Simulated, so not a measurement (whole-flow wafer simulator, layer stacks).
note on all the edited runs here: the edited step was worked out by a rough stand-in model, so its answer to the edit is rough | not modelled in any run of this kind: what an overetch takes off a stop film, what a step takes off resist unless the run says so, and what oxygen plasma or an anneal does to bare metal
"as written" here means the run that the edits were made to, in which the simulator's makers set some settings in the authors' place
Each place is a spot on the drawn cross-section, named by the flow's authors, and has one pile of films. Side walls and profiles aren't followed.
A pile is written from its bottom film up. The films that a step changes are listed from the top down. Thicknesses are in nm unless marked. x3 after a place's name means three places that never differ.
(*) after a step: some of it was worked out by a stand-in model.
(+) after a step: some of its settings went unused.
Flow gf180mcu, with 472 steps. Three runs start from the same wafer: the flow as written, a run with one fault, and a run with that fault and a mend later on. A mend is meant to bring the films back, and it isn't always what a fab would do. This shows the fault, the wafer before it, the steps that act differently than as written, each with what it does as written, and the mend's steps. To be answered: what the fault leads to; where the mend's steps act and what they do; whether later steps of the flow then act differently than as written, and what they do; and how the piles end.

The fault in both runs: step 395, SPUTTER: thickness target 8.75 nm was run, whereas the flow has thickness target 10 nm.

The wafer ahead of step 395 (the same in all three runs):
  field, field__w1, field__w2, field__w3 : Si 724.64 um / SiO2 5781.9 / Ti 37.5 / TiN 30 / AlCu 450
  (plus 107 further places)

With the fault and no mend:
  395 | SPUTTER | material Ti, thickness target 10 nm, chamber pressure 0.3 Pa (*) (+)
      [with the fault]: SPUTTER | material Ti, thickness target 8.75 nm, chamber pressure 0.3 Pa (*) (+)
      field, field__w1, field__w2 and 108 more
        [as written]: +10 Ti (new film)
        [with the fault]: +8.75 Ti (new film)
  Steps further on in the flow that do not act as written (2 other steps are not shown; they differ only slightly, by no more than 2% or 0.5 nm, whichever is larger):
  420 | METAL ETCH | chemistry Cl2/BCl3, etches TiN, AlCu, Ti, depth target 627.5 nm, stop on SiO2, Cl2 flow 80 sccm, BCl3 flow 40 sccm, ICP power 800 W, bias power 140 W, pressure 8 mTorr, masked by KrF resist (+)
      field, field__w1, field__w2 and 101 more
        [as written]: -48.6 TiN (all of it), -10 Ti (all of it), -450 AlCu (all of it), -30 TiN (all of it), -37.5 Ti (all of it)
        [with the fault]: -48.6 TiN (all of it), -8.75 Ti (all of it), -450 AlCu (all of it), -30 TiN (all of it), -37.5 Ti (all of it)
  The piles end different from the flow's at field__w4, field__w8, contact, m1, m1__w1, mim, mim_1p0, m1_nw by more than 2% or 0.5 nm, whichever is larger.
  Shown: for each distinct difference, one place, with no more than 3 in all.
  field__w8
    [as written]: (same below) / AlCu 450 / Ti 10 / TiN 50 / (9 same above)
    [with the fault]: (same below) / AlCu 450 / Ti 8.75 / TiN 50 / (9 same above)
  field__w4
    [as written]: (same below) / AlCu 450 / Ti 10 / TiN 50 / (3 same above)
    [with the fault]: (same below) / AlCu 450 / Ti 8.75 / TiN 50 / (3 same above)
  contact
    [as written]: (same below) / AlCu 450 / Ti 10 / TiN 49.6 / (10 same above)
    [with the fault]: (same below) / AlCu 450 / Ti 8.75 / TiN 49.6 / (10 same above)

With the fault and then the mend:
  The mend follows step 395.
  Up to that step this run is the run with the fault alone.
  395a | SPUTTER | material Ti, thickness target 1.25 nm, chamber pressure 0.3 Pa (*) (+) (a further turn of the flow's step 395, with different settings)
      field, field__w1, field__w2 and 108 more
        +1.25 Ti
  Later steps of the flow that are run all act as written at every place that is followed.
  By the end, the piles equal the flow's at every place that both follow.
